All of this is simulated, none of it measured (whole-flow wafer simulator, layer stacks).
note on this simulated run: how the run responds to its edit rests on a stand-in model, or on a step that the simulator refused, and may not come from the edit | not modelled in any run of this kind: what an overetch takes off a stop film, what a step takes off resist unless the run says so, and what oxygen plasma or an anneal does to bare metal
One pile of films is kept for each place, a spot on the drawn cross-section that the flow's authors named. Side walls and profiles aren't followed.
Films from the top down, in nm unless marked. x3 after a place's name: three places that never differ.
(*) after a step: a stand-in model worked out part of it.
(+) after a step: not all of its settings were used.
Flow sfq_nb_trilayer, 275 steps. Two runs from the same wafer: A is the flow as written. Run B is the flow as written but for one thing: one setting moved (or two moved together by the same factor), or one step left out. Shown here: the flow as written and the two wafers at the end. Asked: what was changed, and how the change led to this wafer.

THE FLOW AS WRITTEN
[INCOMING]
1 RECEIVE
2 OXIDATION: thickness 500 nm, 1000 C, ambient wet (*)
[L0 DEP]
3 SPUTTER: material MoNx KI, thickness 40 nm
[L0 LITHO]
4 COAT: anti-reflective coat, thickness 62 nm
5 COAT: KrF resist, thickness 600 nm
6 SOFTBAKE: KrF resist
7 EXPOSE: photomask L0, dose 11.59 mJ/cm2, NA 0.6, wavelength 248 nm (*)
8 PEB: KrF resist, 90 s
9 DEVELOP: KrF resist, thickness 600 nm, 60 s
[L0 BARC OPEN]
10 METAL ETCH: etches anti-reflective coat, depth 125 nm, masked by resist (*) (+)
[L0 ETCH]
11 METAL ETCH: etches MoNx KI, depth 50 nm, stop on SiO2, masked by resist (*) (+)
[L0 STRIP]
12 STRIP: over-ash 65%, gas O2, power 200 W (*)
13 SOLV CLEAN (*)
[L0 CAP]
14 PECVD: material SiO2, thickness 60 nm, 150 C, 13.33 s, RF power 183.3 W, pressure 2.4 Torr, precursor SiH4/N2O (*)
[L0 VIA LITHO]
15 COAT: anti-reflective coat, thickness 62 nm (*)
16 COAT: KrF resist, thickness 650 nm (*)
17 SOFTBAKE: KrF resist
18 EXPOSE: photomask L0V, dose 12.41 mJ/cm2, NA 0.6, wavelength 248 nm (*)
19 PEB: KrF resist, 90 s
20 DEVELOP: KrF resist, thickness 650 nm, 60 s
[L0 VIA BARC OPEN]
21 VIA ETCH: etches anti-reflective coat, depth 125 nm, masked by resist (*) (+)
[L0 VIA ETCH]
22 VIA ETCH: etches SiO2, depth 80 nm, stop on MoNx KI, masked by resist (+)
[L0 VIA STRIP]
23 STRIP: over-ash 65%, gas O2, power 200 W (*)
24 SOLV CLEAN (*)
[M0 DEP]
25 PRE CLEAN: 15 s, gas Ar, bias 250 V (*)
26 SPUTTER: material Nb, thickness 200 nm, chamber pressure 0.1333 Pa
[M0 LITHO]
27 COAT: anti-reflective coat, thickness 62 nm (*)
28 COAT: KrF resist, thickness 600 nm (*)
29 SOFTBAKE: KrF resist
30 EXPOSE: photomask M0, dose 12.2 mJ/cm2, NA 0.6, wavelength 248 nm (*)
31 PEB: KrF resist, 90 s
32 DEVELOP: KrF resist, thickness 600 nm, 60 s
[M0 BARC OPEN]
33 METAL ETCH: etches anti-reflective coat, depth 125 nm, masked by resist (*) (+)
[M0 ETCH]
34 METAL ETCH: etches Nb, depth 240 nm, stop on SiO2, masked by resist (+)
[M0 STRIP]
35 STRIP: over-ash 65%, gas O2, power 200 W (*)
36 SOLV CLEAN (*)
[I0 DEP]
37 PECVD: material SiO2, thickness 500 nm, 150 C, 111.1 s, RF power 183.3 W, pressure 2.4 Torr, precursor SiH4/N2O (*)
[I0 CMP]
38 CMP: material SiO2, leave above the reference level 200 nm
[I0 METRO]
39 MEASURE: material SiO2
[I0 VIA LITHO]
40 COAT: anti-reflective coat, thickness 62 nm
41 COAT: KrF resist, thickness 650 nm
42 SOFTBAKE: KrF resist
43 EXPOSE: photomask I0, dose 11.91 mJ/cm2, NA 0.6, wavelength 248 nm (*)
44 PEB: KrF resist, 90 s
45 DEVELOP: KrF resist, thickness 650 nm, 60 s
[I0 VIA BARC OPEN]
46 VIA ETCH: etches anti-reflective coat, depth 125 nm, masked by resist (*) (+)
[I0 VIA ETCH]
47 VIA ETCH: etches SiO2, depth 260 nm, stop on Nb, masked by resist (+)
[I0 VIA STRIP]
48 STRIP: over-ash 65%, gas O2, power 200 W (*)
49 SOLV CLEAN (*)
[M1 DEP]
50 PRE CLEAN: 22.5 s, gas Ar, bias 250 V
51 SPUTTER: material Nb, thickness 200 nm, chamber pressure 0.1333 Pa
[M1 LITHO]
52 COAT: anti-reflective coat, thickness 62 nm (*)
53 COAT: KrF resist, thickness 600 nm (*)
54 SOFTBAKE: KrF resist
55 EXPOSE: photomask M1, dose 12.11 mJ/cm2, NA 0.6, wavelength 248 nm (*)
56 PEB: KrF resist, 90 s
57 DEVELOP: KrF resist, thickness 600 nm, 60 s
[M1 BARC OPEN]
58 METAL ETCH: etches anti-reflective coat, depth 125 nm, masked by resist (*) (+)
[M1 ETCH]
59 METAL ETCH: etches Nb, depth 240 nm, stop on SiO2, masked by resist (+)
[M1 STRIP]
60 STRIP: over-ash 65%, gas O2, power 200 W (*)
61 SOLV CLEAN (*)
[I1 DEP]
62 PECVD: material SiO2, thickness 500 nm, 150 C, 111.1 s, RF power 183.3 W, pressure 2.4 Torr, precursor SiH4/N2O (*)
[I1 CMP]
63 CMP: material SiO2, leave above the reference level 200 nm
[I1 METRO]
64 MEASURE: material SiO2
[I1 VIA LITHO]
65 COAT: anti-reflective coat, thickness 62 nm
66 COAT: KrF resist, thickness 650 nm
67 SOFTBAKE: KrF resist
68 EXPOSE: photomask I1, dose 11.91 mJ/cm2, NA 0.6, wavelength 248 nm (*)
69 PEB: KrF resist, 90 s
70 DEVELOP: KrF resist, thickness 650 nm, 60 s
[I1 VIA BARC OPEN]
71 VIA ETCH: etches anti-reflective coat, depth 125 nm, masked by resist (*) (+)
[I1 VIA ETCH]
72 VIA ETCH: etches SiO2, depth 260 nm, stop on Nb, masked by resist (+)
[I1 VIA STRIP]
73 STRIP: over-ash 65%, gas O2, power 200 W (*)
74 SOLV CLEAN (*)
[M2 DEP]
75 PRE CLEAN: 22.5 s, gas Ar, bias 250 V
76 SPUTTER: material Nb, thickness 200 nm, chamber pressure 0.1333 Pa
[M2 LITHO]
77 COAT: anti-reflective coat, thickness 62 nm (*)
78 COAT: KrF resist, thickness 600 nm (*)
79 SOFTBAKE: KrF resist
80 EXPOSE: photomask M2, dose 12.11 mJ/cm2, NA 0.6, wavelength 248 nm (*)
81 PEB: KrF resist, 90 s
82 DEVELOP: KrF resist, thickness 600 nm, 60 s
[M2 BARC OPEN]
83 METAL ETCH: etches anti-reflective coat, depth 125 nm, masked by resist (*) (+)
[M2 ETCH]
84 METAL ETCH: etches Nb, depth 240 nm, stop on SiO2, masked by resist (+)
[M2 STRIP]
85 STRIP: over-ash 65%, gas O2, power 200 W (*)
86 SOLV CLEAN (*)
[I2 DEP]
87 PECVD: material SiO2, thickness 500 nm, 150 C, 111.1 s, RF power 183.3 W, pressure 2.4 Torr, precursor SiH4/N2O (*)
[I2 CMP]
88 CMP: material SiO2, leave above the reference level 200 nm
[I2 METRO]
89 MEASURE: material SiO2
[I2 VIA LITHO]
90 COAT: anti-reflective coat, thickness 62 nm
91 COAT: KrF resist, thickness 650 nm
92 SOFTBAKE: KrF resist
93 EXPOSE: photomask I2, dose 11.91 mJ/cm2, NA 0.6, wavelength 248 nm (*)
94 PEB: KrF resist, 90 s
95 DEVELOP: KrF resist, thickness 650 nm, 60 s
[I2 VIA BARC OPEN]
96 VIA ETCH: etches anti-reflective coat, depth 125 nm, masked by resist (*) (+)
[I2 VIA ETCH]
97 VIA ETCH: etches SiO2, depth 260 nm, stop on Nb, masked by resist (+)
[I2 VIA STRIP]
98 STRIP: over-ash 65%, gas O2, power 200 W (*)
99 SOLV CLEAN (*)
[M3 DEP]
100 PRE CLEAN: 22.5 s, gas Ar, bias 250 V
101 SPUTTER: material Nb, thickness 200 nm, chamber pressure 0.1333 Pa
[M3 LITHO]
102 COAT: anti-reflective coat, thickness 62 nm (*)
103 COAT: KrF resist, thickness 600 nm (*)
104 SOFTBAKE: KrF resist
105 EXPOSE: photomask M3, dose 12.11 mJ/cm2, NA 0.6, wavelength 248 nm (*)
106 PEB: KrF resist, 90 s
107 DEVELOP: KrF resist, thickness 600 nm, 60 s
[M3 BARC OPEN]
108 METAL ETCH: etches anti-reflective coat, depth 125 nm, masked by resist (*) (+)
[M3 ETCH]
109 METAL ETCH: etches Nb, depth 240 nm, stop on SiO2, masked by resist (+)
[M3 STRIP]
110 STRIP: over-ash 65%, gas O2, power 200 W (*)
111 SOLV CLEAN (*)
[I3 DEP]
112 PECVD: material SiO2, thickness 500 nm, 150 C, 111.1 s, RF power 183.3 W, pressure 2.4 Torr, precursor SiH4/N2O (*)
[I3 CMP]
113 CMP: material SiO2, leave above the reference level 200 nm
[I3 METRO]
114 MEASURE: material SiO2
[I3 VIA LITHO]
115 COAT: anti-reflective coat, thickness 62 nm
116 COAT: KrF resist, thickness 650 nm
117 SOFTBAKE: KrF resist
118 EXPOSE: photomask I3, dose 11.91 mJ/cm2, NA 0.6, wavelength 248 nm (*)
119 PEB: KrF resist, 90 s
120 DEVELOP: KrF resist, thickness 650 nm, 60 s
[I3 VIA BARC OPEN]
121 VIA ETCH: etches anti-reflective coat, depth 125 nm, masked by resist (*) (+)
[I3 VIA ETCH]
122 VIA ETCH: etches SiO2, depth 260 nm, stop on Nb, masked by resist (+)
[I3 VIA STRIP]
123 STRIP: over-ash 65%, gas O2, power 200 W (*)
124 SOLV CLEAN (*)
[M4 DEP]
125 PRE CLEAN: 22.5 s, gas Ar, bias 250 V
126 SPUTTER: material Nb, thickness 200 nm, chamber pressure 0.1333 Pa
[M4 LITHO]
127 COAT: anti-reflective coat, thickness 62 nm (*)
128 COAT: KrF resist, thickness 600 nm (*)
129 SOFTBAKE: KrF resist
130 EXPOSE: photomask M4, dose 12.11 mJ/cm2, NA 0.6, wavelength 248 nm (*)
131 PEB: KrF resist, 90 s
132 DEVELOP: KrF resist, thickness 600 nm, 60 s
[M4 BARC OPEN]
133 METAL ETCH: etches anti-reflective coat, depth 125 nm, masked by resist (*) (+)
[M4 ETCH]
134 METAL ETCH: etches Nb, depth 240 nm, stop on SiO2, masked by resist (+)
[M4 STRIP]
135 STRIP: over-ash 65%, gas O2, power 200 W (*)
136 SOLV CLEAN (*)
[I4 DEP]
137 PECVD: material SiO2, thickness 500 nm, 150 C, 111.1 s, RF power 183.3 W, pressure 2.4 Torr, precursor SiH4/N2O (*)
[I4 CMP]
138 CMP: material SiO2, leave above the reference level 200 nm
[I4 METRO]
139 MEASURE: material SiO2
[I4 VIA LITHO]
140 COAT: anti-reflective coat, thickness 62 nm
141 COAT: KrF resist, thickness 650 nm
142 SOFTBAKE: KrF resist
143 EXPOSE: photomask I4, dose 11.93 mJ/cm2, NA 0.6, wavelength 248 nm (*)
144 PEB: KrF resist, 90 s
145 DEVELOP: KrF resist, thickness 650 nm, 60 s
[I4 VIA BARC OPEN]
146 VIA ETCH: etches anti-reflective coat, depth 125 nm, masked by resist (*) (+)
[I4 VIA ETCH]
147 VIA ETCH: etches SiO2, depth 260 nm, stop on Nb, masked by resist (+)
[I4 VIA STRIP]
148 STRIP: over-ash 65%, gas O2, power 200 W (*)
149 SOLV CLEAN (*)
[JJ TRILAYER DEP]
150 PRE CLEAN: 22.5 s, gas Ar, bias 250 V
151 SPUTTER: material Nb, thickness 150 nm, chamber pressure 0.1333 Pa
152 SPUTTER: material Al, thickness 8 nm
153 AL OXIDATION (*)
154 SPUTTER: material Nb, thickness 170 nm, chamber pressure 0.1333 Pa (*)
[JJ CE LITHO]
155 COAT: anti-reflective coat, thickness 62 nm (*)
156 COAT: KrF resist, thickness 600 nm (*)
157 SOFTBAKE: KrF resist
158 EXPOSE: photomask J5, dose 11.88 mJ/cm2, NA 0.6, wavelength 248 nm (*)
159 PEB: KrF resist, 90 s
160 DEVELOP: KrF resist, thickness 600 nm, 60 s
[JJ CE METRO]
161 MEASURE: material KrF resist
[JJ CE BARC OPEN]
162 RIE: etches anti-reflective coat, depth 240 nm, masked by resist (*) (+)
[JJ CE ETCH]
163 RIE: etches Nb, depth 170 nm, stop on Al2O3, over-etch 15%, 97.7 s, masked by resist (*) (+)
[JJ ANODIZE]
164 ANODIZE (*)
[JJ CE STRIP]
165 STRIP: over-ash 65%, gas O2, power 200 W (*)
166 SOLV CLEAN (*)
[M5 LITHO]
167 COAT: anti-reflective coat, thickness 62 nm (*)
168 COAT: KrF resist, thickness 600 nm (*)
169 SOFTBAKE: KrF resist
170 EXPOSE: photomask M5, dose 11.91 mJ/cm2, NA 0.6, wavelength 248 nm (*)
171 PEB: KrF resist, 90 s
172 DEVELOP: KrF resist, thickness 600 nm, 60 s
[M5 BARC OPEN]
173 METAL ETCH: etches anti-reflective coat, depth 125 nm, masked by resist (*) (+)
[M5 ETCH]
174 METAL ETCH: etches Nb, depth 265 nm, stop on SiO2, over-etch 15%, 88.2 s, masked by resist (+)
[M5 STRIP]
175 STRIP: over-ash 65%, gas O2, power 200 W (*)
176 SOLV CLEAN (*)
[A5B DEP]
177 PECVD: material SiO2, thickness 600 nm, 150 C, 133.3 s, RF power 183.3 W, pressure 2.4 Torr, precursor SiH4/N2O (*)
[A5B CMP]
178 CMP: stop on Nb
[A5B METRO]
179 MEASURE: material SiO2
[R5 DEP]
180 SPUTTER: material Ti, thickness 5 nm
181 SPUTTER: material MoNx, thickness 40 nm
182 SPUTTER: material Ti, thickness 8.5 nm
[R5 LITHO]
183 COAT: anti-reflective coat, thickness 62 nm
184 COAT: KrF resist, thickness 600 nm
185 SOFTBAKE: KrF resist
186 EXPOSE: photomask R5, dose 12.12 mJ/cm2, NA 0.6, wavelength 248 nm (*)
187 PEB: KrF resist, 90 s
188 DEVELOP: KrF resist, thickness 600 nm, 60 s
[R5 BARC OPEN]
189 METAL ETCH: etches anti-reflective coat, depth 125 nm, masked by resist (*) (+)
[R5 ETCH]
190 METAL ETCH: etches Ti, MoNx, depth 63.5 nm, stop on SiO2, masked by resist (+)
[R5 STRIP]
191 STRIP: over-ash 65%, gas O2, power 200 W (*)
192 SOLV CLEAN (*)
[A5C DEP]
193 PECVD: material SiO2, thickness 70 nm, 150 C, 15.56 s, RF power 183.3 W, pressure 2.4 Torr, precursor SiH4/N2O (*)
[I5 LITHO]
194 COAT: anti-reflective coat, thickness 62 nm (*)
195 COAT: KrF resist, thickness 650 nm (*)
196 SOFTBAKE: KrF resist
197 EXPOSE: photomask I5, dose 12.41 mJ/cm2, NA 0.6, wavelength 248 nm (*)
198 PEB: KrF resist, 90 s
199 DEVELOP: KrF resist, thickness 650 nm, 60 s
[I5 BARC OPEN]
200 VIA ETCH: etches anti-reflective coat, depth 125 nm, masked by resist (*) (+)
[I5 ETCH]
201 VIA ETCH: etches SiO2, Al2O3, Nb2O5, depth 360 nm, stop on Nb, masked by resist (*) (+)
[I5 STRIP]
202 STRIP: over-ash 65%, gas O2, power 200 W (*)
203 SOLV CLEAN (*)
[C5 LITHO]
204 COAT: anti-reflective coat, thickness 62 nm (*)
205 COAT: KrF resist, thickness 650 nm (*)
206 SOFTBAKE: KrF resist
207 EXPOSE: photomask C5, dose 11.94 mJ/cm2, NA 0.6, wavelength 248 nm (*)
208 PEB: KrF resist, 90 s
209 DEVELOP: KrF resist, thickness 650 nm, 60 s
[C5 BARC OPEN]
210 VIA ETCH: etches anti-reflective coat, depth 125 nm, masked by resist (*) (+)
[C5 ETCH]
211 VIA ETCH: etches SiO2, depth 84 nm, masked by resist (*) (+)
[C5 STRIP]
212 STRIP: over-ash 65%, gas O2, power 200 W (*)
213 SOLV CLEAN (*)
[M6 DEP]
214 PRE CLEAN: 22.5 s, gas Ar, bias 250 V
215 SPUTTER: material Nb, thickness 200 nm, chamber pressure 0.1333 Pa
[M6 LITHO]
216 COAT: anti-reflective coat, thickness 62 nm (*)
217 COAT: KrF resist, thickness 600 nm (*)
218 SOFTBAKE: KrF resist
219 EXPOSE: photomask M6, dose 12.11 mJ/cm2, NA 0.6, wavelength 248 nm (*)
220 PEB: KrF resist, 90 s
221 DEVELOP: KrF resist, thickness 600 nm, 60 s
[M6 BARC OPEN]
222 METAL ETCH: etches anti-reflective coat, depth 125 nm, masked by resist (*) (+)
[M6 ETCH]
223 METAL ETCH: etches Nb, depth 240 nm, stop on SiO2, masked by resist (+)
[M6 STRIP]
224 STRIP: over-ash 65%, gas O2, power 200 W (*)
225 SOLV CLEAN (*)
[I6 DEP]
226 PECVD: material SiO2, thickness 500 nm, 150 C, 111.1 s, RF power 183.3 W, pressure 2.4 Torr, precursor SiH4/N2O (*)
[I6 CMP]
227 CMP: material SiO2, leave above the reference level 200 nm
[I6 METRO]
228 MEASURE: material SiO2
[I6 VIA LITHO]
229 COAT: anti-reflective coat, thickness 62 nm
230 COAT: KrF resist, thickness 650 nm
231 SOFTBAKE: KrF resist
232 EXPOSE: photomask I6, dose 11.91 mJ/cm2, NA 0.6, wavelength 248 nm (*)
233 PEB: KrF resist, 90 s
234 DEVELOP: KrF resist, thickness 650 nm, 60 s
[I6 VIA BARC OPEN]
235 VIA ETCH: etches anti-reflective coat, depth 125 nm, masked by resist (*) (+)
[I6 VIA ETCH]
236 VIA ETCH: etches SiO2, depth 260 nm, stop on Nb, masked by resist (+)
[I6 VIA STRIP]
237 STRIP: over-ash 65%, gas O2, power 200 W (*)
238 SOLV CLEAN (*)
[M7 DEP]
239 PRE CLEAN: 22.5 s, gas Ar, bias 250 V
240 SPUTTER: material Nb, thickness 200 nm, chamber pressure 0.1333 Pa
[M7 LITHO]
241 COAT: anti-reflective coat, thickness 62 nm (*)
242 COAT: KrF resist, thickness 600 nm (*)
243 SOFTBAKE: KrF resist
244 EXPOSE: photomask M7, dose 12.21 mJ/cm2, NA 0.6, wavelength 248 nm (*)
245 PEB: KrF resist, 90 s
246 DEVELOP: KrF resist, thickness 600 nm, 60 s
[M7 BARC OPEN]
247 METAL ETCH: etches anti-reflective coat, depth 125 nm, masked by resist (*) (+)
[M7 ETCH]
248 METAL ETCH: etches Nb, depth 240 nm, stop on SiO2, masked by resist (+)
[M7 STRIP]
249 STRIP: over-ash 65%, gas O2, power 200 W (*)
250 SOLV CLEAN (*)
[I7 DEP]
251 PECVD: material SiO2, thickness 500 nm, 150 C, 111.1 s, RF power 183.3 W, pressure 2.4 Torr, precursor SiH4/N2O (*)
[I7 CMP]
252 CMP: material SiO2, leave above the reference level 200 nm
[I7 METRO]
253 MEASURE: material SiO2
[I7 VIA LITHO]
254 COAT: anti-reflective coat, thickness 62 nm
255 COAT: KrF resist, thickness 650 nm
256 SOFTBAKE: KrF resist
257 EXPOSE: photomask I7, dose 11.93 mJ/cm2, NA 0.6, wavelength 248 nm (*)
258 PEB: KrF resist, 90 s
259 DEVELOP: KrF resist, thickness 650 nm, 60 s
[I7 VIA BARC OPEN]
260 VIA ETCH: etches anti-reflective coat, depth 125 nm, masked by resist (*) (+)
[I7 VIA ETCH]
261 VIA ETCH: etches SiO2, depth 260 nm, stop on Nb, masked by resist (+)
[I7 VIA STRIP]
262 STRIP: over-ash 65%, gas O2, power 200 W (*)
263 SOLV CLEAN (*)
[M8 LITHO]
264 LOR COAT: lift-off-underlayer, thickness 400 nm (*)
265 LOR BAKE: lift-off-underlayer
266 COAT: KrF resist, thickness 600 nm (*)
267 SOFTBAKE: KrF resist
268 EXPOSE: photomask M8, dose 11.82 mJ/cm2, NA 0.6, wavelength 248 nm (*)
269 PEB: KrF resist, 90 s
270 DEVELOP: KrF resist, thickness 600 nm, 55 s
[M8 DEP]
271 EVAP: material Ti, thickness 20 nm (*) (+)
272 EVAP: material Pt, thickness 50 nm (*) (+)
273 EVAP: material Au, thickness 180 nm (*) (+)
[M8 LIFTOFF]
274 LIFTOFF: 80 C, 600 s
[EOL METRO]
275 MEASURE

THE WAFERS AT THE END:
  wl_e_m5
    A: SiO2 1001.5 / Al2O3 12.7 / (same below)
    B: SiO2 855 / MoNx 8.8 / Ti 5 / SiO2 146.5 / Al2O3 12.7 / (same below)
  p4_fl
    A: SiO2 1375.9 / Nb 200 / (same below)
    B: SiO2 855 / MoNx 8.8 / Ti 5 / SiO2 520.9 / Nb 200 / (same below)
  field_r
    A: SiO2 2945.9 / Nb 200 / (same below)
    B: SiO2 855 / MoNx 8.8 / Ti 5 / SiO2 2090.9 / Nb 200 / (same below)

The cause: step 190, METAL ETCH: depth 39.7 nm was run, where the flow has depth 63.5 nm.

How the change led to this, step by step:
  190 METAL ETCH: etches Ti, MoNx, depth 63.5 nm, stop on SiO2, masked by resist (+)
      field_l, v_sur, via_wl and 92 more: A Ti -8.5 (all of it), MoNx -40 (all of it), Ti -5 (all of it) | B Ti -8.5 (all of it), MoNx -31.2
      ce_l, c5j, ce_r, wl_jj: A Ti -8.5 (all of it), MoNx -40 (all of it), Ti -5 (all of it), Nb -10 | B Ti -8.5 (all of it), MoNx -31.2
      (and at 7 more places)
  193 PECVD: material SiO2, thickness 70 nm, 150 C, 15.56 s, RF power 183.3 W, pressure 2.4 Torr, precursor SiH4/N2O (*)
      field_l, v_sur, via_wl and 92 more: A SiO2 +70 | B SiO2 +70 (new film)
  194 COAT: anti-reflective coat, thickness 62 nm (*)
      wl_j_sl, wl_j_sr: A anti-reflective coat +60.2 (new film) | B anti-reflective coat +62 (new film)
      r5r_spacepad_l, r5r_spacepad_r: A anti-reflective coat +84.4 (new film) | B anti-reflective coat +78.4 (new film)
      (and at 13 more places)
  201 VIA ETCH: etches SiO2, Al2O3, Nb2O5, depth 360 nm, stop on Nb, masked by resist (*) (+)
      be: A SiO2 -216.4 (all of it), Al2O3 -12.7 (all of it), Nb2O5 -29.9 (all of it) | B SiO2 -69.8 (all of it), MoNx -8.8 (all of it), Ti -5 (all of it), SiO2 -146.5 (all of it), Al2O3 -12.7 (all of it), Nb2O5 -29.9 (all of it)
  202 STRIP: over-ash 65%, gas O2, power 200 W (*)
      wl_j_sl, wl_j_sr: A KrF resist -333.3 (all of it), anti-reflective coat -60.2 (all of it) | B KrF resist -333.2 (all of it), anti-reflective coat -62 (all of it)
      r5r_spacepad_l, r5r_spacepad_r: A KrF resist -335.6 (all of it), anti-reflective coat -84.4 (all of it) | B KrF resist -335 (all of it), anti-reflective coat -78.4 (all of it)
      (and at 13 more places)
  204 COAT: anti-reflective coat, thickness 62 nm (*)
      wl_j_sl, wl_j_sr: A anti-reflective coat +60.2 (new film) | B anti-reflective coat +62 (new film)
      r5r_spacepad_l, r5r_spacepad_r: A anti-reflective coat +84.4 (new film) | B anti-reflective coat +78.4 (new film)
      (and at 13 more places)
  210 VIA ETCH: etches anti-reflective coat, depth 125 nm, masked by resist (*) (+)
      c5j: A anti-reflective coat -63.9 (all of it), SiO2 -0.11 | B anti-reflective coat -61.3 (all of it), SiO2 -0.13
      res: A anti-reflective coat -56.8 (all of it), SiO2 -0.14 | B anti-reflective coat -58 (all of it), SiO2 -0.14
  211 VIA ETCH: etches SiO2, depth 84 nm, masked by resist (*) (+)
      c5j: A SiO2 -69.9 (all of it), Nb -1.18 | B SiO2 -69.9 (all of it)
  212 STRIP: over-ash 65%, gas O2, power 200 W (*)
      wl_j_sl, wl_j_sr: A KrF resist -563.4 (all of it), anti-reflective coat -60.2 (all of it) | B KrF resist -562.3 (all of it), anti-reflective coat -62 (all of it)
      r5r_spacepad_l, r5r_spacepad_r: A KrF resist -565.8 (all of it), anti-reflective coat -84.4 (all of it) | B KrF resist -564.1 (all of it), anti-reflective coat -78.4 (all of it)
      (and at 11 more places)
  214 PRE CLEAN: 22.5 s, gas Ar, bias 250 V
      c5j: A Nb -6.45 | B MoNx -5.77
  215 SPUTTER: material Nb, thickness 200 nm, chamber pressure 0.1333 Pa
      c5j: A Nb +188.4 | B Nb +189.1 (new film)
      be: A Nb +147.3 | B Nb +144.3
  216 COAT: anti-reflective coat, thickness 62 nm (*)
      r5r_line_l, r5r_line_c, r5r_line_r: A anti-reflective coat +50 (new film) | B anti-reflective coat +52.3 (new film)
      wl_j_sl, wl_j_sr: A anti-reflective coat +60.2 (new film) | B anti-reflective coat +62 (new film)
      (and at 10 more places)
  222 METAL ETCH: etches anti-reflective coat, depth 125 nm, masked by resist (*) (+)
      r5r_line_l, r5r_line_c, r5r_line_r: A anti-reflective coat -50 (all of it) | B anti-reflective coat -52.3 (all of it)
      r5r_spacepad_l, r5r_spacepad_r: A anti-reflective coat -85.7 (all of it) | B anti-reflective coat -79.1 (all of it)
      (and at 1 more place)
  224 STRIP: over-ash 65%, gas O2, power 200 W (*)
      wl_j_sl, wl_j_sr: A KrF resist -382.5 (all of it), anti-reflective coat -60.2 (all of it) | B KrF resist -382.4 (all of it), anti-reflective coat -62 (all of it)
      be: A KrF resist -575.8 (all of it), anti-reflective coat -136.7 (all of it) | B KrF resist -587.6 (all of it), anti-reflective coat -139.1 (all of it)
      (and at 7 more places)
  226 PECVD: material SiO2, thickness 500 nm, 150 C, 111.1 s, RF power 183.3 W, pressure 2.4 Torr, precursor SiH4/N2O (*)
      r5r_spacepad_l, r5r_spacepad_r: A SiO2 +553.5 | B SiO2 +537.2
      be: A SiO2 +693.5 (new film) | B SiO2 +710.4 (new film)
  227 CMP: material SiO2, leave above the reference level 200 nm
      ce_l, ce_r, wl_jj: A SiO2 -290 | B SiO2 -300
      be_r, r_sur, r_end: A SiO2 -353.5 | B SiO2 -339.7
      (and at 7 more places)
Counting metal films that touch as one body, wl_e_m5 has 7 bodies (between them, from the top down: SiO2 146.5 / Al2O3 12.7 / Nb2O5 29.9; SiO2 192.5; SiO2 192.5; SiO2 192.5; SiO2 192.5; SiO2 192.5); the flow as written gives 6 bodies (between them, from the top down: SiO2 192.5; SiO2 192.5; SiO2 192.5; SiO2 192.5; SiO2 192.5).
Counting metal films that touch as one body, p4_fl has 3 bodies (between them, from the top down: SiO2 520.9; SiO2 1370); the flow as written gives 2 bodies (between them, from the top down: SiO2 1370).
Counting metal films that touch as one body, field_r has 2 bodies (between them, from the top down: SiO2 2090.9); the flow as written gives 1 body.
